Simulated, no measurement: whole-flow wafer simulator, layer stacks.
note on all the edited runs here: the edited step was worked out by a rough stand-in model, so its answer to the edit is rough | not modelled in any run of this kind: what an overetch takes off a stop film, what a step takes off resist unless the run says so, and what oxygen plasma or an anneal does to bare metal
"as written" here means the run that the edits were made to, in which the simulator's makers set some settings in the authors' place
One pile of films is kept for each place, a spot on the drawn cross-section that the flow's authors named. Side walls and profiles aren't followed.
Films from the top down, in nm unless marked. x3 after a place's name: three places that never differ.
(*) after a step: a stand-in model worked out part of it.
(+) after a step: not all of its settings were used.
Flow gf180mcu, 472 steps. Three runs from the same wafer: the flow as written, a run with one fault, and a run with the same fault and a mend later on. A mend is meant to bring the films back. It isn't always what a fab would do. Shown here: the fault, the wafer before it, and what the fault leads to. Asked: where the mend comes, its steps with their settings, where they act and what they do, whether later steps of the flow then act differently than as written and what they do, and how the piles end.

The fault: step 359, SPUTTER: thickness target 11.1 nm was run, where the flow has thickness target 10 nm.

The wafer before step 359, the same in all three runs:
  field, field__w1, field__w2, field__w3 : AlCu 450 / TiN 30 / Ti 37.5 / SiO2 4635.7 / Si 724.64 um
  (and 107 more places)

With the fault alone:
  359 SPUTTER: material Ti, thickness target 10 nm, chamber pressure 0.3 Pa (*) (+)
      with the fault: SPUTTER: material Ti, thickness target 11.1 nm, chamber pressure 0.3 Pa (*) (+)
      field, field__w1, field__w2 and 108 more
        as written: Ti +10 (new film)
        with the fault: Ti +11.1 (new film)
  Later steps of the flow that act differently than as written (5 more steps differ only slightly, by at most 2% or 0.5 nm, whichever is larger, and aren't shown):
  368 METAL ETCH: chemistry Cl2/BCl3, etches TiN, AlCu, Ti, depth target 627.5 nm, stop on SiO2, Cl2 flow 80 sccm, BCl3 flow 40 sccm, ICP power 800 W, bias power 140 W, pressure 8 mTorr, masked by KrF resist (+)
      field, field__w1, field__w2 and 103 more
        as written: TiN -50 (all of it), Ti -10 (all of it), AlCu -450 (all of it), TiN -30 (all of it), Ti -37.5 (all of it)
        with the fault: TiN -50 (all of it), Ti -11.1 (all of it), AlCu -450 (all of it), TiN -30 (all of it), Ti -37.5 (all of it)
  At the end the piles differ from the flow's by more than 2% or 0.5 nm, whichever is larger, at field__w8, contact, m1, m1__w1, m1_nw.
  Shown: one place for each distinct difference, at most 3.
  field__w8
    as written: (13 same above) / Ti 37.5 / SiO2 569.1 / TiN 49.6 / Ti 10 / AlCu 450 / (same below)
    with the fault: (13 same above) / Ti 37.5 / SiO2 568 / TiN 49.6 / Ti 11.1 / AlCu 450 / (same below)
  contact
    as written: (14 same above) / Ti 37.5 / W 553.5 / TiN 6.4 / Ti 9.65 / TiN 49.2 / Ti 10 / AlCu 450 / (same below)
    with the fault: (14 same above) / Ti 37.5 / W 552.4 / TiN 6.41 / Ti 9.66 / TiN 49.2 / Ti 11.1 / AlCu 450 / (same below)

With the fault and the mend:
  The mend comes after step 359.
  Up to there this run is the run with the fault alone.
  359a METAL ETCH: chemistry Cl2/BCl3, etches TiN, AlCu, Ti, depth target 1.1 nm, Cl2 flow 80 sccm, BCl3 flow 40 sccm, ICP power 800 W, bias power 140 W, pressure 8 mTorr (the flow's step 260 once more, with other settings)
      field, field__w1, field__w2 and 108 more
        Ti -1.1
  No later step of the flow acts differently than as written at any place that is followed.
  At the end the piles are the same as the flow's at every place that both follow.
